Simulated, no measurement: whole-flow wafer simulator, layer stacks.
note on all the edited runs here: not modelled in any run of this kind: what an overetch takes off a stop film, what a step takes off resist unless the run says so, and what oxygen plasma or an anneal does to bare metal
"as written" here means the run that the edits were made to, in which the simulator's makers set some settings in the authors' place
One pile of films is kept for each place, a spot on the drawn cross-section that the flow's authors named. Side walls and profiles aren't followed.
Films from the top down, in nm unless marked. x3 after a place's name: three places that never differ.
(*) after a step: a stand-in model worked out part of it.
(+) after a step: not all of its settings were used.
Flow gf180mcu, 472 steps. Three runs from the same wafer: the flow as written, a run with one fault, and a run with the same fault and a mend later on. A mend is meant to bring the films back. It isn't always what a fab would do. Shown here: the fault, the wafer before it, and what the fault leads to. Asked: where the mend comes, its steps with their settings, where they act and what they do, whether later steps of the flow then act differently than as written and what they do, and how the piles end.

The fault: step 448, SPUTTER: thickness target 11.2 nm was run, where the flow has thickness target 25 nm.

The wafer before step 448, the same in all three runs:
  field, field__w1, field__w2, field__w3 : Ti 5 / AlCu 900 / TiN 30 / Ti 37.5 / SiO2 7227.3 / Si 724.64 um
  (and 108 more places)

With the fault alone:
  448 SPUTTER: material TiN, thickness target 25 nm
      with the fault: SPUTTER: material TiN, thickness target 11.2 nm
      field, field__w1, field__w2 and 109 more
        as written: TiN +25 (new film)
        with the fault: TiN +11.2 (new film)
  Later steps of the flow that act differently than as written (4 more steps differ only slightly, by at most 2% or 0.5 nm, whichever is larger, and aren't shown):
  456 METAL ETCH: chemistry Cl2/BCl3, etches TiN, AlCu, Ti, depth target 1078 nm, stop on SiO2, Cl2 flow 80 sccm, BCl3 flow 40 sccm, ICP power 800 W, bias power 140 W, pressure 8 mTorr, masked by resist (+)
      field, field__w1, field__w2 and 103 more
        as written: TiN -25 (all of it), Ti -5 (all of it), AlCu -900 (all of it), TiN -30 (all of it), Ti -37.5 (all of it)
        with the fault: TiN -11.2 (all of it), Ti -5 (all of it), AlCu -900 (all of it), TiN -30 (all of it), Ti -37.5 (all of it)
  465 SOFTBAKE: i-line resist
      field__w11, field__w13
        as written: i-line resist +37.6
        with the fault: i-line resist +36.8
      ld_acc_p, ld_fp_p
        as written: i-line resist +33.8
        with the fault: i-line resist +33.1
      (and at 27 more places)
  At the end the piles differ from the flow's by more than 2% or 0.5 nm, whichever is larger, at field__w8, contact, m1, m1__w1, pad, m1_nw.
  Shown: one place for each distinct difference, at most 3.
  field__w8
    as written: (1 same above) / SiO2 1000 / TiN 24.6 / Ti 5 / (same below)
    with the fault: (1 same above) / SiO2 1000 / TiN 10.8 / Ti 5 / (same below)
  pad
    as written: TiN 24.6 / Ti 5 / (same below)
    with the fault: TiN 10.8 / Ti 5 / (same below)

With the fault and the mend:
  The mend comes after step 455.
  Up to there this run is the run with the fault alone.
  455a STRIP: chemistry O2/N2, power 2160 W, pressure 1700 mTorr (*)
      field__w8, contact, m1, m1__w1, pad, m1_nw
        resist -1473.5 (all of it)
  455b SPUTTER: material TiN, thickness target 13.8 nm (the flow's step 448 once more, with other settings)
      field, field__w1, field__w2 and 109 more
        TiN +13.8
  455c HMDS: 120 C, 60 s (the flow's step 450 once more)
      changes no film at any place that is followed
  455d COAT: resist, thickness 1500 nm (the flow's step 451 once more)
      field, field__w1, field__w2 and 109 more
        resist +1500 (new film)
  455e SOFTBAKE: resist (the flow's step 452 once more)
      changes no film at any place that is followed
  455f EXPOSE: photomask MetalTop (the flow's step 453 once more)
      changes no film at any place that is followed
  455g PEB: resist, 70.3 s (the flow's step 454 once more)
      field, field__w1, field__w2 and 109 more
        resist -26.5
  455h DEVELOP: thickness 1500 nm, 60 s (the flow's step 455 once more)
      field, field__w1, field__w2 and 103 more
        resist -1473.5 (all of it)
  No later step of the flow acts differently than as written at any place that is followed.
  At the end the piles are the same as the flow's at every place that both follow.
